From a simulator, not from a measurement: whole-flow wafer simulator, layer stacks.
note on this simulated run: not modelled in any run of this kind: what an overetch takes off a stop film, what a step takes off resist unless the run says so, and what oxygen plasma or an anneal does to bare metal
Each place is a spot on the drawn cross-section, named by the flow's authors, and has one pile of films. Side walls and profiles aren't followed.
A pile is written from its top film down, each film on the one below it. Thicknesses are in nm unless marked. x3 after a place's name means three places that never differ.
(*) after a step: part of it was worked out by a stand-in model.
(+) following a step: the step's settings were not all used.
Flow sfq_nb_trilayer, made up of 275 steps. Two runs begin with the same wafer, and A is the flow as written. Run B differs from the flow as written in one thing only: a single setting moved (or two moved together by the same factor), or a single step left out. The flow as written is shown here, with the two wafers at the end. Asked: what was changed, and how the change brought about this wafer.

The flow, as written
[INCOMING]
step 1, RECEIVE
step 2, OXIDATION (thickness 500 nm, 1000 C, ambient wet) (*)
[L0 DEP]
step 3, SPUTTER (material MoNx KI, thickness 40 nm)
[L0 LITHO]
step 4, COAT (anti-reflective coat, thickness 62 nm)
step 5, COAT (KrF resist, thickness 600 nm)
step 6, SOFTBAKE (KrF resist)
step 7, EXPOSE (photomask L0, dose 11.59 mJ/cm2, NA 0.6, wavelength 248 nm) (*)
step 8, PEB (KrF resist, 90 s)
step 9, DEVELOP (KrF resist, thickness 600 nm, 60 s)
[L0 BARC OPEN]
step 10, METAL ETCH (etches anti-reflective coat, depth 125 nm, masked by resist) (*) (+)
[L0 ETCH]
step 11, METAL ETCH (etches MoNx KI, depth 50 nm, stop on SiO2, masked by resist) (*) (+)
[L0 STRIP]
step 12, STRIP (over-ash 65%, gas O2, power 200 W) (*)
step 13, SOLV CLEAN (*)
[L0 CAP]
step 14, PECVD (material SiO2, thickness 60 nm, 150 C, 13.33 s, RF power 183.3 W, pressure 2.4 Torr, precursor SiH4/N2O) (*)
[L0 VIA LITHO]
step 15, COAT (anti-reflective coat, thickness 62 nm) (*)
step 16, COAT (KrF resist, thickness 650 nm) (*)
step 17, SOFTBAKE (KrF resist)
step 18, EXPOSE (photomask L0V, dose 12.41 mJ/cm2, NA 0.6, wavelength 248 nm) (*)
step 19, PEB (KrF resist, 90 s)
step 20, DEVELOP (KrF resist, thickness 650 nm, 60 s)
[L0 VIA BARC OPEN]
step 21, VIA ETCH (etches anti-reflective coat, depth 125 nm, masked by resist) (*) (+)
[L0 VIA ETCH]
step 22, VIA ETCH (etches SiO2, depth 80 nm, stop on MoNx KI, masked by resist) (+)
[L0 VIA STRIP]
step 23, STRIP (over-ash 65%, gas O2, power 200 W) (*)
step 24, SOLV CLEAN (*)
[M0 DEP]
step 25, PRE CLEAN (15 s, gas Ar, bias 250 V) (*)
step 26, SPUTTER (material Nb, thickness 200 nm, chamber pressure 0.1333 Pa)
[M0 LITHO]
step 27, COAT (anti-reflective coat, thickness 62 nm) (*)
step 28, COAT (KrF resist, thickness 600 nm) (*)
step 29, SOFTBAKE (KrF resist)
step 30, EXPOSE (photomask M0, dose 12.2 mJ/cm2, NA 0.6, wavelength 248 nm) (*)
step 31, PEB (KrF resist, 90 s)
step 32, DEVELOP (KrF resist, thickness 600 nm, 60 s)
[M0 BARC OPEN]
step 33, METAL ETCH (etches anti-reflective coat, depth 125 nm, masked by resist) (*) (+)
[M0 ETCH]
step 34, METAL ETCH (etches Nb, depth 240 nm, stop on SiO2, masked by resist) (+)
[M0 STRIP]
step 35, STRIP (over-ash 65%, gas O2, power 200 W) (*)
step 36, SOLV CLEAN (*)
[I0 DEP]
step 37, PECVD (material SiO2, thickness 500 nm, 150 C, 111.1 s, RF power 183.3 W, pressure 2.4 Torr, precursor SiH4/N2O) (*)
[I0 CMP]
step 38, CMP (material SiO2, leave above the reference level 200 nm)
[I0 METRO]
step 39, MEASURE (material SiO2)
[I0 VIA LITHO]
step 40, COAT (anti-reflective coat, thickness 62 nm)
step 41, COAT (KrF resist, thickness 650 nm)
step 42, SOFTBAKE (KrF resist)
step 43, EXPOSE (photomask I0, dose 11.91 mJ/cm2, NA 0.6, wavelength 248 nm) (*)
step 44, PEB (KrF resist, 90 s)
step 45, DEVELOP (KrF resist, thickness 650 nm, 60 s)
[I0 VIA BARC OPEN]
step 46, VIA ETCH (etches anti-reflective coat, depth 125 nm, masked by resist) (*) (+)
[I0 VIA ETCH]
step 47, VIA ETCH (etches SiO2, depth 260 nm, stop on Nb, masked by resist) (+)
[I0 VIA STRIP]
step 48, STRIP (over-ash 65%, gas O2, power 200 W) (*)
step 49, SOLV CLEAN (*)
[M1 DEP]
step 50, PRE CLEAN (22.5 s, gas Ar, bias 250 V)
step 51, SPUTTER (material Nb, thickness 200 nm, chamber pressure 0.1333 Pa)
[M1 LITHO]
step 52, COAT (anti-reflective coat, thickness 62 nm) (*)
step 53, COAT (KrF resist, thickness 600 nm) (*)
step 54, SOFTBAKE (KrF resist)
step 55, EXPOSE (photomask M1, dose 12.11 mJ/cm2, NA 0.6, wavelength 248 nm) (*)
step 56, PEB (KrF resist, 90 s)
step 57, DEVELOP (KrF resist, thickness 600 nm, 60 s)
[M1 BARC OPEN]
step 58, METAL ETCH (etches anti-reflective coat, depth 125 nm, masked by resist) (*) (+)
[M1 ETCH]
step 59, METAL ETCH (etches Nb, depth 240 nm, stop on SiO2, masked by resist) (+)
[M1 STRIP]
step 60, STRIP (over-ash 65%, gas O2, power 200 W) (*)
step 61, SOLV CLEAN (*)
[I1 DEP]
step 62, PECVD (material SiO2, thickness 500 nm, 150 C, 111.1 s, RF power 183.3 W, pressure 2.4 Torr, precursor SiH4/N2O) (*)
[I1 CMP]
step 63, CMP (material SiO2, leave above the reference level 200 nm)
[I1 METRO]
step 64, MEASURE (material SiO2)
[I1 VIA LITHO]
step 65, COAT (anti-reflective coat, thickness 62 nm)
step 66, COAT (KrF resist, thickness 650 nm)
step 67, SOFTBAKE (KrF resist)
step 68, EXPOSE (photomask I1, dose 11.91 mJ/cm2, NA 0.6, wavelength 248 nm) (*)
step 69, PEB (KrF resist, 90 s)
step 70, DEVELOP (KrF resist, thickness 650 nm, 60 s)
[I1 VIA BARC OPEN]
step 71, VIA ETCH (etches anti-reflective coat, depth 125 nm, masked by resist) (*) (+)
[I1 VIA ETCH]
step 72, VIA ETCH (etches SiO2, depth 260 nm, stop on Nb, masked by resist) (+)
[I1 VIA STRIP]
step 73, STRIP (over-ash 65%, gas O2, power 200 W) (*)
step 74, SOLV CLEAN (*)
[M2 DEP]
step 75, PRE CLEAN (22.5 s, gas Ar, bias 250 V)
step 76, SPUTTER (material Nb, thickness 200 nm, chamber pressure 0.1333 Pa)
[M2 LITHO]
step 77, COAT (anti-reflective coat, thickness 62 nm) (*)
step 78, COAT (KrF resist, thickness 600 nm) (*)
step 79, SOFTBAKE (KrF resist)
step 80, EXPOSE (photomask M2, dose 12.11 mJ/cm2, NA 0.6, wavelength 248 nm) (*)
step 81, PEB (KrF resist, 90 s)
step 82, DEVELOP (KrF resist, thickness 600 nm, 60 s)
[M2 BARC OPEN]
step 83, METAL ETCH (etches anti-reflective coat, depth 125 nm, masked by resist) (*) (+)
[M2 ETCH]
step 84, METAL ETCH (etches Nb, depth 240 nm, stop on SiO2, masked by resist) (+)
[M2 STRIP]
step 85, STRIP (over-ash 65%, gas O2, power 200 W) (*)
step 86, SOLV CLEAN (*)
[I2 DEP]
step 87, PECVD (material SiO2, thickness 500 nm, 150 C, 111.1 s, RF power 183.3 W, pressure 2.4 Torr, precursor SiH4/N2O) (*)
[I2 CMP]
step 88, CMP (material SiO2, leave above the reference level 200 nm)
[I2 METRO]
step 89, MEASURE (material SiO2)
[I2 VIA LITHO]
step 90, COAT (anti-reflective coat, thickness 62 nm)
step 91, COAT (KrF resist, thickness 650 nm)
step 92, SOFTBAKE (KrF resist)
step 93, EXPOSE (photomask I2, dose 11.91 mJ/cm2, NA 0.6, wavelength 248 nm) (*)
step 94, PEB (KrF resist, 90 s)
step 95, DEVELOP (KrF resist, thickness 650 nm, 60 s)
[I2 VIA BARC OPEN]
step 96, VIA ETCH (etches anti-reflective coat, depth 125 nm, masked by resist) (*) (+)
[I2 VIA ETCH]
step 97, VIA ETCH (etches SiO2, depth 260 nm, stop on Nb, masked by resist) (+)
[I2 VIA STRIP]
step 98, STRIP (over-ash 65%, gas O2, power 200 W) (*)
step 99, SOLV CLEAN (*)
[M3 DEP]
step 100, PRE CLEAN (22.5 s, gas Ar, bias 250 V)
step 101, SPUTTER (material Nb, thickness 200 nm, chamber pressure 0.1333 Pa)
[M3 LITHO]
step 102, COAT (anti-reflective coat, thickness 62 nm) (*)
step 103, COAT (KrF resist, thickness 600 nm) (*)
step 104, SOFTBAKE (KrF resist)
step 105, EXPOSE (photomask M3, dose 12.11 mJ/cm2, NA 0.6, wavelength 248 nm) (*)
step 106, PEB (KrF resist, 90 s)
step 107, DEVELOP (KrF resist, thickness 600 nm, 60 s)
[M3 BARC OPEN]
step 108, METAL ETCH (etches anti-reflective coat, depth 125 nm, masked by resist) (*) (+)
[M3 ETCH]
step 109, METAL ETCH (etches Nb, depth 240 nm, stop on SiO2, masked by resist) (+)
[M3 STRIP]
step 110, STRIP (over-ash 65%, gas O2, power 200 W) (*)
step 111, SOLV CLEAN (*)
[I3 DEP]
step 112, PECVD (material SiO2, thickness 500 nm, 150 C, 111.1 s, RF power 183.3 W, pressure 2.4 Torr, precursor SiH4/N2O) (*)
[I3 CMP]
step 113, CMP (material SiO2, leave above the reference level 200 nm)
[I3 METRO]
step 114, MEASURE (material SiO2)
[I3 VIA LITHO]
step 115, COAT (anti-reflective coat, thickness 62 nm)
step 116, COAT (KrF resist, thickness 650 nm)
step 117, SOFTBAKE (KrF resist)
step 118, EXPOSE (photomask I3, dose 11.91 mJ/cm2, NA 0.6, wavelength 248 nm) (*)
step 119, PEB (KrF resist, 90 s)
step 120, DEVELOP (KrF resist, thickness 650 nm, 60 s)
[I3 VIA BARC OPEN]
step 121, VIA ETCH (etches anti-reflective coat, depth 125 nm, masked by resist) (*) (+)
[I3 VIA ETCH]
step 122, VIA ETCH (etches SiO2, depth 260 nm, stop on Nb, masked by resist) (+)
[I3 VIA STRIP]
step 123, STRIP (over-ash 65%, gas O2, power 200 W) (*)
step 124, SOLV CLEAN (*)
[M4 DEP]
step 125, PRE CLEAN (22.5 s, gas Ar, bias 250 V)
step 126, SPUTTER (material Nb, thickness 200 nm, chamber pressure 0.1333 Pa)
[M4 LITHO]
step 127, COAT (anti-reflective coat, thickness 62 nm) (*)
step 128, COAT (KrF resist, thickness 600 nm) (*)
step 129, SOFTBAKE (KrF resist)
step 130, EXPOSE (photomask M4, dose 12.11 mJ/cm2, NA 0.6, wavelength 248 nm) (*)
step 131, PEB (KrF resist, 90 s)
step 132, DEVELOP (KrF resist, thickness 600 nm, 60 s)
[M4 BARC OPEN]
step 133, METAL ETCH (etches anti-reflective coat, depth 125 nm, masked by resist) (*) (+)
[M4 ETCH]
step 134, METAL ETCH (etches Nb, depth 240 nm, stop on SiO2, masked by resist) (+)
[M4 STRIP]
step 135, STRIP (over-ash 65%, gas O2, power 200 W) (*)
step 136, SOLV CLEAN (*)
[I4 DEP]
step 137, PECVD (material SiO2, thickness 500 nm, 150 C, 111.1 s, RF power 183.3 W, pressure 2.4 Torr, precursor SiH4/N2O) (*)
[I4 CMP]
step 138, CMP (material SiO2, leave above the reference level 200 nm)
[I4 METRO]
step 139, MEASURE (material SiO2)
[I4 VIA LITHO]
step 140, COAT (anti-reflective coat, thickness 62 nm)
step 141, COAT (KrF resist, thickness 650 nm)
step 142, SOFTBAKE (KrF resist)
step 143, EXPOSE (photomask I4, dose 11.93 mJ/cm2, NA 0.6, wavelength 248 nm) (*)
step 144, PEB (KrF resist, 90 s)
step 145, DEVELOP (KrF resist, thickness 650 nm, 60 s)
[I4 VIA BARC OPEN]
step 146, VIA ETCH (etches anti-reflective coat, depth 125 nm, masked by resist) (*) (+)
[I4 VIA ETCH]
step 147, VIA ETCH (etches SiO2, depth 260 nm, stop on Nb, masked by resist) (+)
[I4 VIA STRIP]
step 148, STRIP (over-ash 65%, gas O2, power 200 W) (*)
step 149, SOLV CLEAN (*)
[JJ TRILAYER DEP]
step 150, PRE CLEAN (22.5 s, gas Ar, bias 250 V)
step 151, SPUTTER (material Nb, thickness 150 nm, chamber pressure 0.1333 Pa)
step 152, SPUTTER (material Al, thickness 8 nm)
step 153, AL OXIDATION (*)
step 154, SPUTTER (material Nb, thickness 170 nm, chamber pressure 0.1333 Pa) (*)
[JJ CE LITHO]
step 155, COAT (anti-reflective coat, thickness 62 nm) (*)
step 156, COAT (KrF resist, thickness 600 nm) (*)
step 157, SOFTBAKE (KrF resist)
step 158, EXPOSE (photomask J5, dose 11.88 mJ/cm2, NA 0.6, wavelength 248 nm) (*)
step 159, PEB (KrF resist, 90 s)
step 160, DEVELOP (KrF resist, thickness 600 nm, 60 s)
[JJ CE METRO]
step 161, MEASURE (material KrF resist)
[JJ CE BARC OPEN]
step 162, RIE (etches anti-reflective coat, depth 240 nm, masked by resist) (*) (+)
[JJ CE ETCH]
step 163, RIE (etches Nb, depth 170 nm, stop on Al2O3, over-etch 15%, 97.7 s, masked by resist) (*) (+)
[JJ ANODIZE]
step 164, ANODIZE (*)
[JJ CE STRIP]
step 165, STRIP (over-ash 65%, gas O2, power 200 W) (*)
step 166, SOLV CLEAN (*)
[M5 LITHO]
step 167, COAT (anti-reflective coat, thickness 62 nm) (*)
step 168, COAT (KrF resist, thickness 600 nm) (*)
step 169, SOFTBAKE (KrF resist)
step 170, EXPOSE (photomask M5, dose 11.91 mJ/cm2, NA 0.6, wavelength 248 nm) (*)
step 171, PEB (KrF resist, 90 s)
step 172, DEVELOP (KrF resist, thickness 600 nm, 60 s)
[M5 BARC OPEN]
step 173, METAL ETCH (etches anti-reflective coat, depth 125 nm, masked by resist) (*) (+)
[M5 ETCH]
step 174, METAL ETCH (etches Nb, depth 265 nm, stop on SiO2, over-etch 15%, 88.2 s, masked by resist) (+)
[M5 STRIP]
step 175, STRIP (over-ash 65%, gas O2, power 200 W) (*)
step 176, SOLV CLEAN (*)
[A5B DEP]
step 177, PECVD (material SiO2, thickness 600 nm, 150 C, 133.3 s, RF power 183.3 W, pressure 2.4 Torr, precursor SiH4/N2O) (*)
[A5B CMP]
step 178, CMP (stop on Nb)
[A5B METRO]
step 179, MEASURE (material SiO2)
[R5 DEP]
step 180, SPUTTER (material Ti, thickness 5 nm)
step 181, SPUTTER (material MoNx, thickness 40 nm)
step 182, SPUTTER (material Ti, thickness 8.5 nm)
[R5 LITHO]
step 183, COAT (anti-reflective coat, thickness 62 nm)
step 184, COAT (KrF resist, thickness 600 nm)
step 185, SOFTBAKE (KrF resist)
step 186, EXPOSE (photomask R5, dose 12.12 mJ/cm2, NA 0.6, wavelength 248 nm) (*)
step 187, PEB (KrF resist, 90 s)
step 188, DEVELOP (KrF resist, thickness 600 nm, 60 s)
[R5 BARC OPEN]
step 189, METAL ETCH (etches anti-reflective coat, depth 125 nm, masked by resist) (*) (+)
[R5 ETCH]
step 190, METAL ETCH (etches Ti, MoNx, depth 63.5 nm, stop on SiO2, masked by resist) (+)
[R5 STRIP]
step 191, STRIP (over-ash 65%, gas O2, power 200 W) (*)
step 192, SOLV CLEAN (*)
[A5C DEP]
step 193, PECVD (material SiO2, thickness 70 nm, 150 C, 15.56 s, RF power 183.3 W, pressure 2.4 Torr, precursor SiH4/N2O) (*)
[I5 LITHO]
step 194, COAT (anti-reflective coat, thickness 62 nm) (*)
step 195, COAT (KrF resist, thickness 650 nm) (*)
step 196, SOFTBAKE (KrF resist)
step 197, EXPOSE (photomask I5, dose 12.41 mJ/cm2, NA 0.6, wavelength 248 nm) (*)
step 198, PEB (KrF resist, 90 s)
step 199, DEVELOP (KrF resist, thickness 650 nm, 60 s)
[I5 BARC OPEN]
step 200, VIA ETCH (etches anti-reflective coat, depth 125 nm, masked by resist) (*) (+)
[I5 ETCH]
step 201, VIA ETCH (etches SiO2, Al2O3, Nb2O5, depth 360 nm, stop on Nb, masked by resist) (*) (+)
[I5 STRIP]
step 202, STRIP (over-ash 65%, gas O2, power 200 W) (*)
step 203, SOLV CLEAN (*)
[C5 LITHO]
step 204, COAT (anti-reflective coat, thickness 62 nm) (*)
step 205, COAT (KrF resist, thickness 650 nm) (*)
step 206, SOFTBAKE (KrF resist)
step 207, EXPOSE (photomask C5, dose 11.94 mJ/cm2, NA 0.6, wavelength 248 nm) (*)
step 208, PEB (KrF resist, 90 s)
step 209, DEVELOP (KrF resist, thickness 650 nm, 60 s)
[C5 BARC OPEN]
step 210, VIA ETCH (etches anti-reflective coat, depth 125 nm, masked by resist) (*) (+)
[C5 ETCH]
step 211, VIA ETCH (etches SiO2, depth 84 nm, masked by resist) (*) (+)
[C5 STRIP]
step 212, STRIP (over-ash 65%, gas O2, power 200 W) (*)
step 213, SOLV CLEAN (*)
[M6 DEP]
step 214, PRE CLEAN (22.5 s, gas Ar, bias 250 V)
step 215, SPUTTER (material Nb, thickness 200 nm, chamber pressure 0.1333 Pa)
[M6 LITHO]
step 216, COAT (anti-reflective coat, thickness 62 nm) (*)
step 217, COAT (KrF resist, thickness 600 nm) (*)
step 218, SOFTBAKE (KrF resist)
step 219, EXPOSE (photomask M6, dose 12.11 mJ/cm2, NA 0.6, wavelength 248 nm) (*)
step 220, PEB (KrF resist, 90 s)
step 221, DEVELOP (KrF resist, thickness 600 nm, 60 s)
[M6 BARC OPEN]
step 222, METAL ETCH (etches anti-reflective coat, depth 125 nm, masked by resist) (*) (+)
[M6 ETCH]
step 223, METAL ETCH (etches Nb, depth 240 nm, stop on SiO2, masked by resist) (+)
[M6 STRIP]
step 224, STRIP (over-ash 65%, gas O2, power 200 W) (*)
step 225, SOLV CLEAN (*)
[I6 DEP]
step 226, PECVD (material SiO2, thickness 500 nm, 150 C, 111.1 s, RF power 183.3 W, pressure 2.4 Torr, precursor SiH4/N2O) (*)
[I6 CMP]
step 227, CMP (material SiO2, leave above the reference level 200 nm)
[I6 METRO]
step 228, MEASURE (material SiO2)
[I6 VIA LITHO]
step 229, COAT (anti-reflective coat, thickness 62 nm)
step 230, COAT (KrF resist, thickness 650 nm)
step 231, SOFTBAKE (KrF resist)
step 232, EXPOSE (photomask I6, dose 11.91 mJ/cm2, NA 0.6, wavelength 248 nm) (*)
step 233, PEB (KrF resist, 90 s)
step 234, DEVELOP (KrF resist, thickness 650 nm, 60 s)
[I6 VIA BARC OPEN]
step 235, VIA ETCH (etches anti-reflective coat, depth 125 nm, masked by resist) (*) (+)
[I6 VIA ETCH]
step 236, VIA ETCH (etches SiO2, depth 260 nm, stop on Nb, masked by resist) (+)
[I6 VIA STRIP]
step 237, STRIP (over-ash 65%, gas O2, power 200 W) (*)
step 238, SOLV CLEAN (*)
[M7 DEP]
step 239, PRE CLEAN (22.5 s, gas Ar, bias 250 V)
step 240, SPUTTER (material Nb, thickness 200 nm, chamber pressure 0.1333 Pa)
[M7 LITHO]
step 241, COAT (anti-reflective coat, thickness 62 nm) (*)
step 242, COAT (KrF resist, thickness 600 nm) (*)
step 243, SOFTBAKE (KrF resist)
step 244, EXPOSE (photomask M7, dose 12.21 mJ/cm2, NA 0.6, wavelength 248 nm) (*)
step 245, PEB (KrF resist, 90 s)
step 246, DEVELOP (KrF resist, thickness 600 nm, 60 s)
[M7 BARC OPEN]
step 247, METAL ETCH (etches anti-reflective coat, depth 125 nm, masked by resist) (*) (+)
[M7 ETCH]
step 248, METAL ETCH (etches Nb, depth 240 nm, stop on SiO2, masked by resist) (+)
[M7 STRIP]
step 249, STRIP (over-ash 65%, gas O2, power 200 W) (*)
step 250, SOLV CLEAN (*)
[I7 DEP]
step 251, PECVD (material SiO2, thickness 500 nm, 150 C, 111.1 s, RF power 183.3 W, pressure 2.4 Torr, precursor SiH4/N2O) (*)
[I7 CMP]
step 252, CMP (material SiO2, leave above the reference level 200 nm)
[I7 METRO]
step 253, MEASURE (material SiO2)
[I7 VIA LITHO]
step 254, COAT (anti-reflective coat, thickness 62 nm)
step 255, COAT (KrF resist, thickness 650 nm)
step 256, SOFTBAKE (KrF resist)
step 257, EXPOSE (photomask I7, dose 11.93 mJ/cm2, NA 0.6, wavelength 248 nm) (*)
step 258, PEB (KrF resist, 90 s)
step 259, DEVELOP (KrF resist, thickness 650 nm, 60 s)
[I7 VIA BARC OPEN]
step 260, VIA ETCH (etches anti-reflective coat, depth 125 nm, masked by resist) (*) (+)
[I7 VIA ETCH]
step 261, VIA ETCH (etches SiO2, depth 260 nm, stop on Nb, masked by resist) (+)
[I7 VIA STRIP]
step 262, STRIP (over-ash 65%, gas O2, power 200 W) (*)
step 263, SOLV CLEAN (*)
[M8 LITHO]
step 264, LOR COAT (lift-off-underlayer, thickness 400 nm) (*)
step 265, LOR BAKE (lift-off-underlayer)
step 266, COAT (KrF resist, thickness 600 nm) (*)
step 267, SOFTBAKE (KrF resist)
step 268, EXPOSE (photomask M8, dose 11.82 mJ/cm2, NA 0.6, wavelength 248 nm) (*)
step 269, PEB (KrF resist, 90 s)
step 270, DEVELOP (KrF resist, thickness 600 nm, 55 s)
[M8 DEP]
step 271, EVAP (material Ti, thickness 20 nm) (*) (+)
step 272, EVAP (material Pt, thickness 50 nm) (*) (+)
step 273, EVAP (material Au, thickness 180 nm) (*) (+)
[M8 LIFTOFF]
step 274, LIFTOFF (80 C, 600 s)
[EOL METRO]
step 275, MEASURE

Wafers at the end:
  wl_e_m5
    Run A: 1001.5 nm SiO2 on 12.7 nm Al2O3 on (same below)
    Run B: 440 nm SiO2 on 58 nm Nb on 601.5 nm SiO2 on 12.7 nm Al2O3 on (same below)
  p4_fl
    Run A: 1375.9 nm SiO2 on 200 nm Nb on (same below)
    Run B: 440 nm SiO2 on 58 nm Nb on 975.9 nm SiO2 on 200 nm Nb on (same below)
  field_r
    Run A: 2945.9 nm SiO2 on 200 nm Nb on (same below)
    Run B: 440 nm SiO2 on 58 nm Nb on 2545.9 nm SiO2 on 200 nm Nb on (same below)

The reason: step 240, SPUTTER: thickness 298 nm was run, though the flow has thickness 200 nm.

How this came from the change, step by step:
  step 240, SPUTTER (material Nb, thickness 200 nm, chamber pressure 0.1333 Pa)
      field_l, v_sur, via_wl and 102 more: A +200 Nb (new film) | B +298 Nb (new film)
      via_v: A +161.1 Nb | B +240.7 Nb
  step 241, COAT (anti-reflective coat, thickness 62 nm) (*)
      via_v: A +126 anti-reflective coat (new film) | B +129.2 anti-reflective coat (new film)
  step 248, METAL ETCH (etches Nb, depth 240 nm, stop on SiO2, masked by resist) (+)
      field_l, field_r, lsp_l and 62 more: A -200 Nb (all of it) | B -240 Nb
  step 249, STRIP (over-ash 65%, gas O2, power 200 W) (*)
      via_v: A -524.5 KrF resist (all of it), -126 anti-reflective coat (all of it) | B -537.2 KrF resist (all of it), -129.2 anti-reflective coat (all of it)
  step 251, PECVD (material SiO2, thickness 500 nm, 150 C, 111.1 s, RF power 183.3 W, pressure 2.4 Torr, precursor SiH4/N2O) (*)
      field_l, p4_fl, p4_fm and 56 more: A +500 SiO2 | B +500 SiO2 (new film)
      field_r, lsp_l: A +477.7 SiO2 | B +473.2 SiO2 (new film)
      (as well as at 4 more places)
  step 252, CMP (material SiO2, leave above the reference level 200 nm)
      field_l, p4_fl, p4_fm and 56 more: A -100 SiO2 | B -60 SiO2
      field_r, lsp_l: A -77.7 SiO2 | B -33.2 SiO2
      (as well as at 3 more places)
If metal films that touch count as one body, wl_e_m5 has 7 bodies (between them, from the top down: SiO2 601.5 / Al2O3 12.7 / Nb2O5 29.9; SiO2 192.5; SiO2 192.5; SiO2 192.5; SiO2 192.5; SiO2 192.5); the flow as written gives 6 bodies (between them, from the top down: SiO2 192.5; SiO2 192.5; SiO2 192.5; SiO2 192.5; SiO2 192.5).
If metal films that touch count as one body, p4_fl has 3 bodies (between them, from the top down: SiO2 975.9; SiO2 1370); the flow as written gives 2 bodies (between them, from the top down: SiO2 1370).
If metal films that touch count as one body, field_r has 2 bodies (between them, from the top down: SiO2 2545.9); the flow as written gives 1 body.
